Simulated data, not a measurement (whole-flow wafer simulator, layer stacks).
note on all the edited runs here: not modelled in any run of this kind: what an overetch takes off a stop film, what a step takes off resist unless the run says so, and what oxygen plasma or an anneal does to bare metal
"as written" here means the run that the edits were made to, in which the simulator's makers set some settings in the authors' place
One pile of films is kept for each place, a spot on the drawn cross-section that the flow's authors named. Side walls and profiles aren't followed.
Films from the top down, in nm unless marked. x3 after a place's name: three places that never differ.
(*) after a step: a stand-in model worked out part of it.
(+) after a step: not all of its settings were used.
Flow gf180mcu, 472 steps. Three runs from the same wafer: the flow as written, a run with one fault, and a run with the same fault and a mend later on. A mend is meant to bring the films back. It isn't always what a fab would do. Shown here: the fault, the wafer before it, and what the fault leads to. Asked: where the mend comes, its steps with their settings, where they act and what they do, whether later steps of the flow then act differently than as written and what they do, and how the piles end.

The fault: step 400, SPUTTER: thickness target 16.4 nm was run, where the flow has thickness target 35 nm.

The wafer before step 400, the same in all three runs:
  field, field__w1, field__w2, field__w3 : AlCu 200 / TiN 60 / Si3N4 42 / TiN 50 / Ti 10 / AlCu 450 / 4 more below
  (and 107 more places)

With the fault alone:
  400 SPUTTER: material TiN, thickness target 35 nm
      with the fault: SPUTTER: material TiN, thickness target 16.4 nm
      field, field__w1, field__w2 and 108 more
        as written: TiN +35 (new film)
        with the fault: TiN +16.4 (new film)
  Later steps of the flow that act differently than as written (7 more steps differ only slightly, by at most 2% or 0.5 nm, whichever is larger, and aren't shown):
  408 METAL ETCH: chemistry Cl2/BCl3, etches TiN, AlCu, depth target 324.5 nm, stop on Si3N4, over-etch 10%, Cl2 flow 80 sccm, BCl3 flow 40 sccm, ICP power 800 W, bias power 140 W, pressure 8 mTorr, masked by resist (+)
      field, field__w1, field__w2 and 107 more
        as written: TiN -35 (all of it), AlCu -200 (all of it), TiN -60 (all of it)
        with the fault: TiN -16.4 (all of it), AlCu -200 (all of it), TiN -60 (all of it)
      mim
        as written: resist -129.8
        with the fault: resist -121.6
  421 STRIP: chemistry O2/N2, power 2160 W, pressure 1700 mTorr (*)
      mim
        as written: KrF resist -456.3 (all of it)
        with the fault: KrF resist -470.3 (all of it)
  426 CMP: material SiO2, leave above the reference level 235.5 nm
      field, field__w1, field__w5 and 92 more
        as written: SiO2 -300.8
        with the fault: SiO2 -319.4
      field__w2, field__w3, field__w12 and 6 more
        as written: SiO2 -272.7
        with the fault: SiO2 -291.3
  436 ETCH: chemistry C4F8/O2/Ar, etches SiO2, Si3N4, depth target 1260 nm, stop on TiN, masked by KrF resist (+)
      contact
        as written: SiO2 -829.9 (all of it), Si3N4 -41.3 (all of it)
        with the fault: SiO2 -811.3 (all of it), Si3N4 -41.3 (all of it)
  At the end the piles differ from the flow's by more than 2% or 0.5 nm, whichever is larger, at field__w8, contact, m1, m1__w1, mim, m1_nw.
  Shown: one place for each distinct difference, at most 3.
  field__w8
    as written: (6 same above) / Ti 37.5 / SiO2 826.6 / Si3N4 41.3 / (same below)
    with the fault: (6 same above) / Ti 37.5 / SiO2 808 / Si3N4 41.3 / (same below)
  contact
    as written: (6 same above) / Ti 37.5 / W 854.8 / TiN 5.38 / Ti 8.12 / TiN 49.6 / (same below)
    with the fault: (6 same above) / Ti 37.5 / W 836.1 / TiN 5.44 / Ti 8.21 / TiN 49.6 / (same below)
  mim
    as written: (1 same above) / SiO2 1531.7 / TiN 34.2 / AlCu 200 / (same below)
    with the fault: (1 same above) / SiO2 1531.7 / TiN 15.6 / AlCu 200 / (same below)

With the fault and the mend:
  The mend comes after step 407.
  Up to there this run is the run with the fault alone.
  407a STRIP: chemistry O2/N2, power 2160 W, pressure 1700 mTorr (*)
      mim
        resist -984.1 (all of it)
  407b SPUTTER: material TiN, thickness target 18.6 nm (the flow's step 400 once more, with other settings)
      field, field__w1, field__w2 and 108 more
        TiN +18.6
  407c HMDS: 120 C, 60 s (the flow's step 402 once more)
      changes no film at any place that is followed
  407d COAT: resist, thickness 1000 nm (the flow's step 403 once more)
      field, field__w1, field__w2 and 108 more
        resist +1000 (new film)
  407e SOFTBAKE: resist (the flow's step 404 once more)
      changes no film at any place that is followed
  407f EXPOSE: photomask FuseTop (the flow's step 405 once more)
      changes no film at any place that is followed
  407g PEB: resist, 70.3 s (the flow's step 406 once more)
      field, field__w1, field__w2 and 108 more
        resist -15.9
  407h DEVELOP: thickness 1000 nm, 60 s (the flow's step 407 once more)
      field, field__w1, field__w2 and 107 more
        resist -984.1 (all of it)
  No later step of the flow acts differently than as written at any place that is followed.
  At the end the piles are the same as the flow's at every place that both follow.
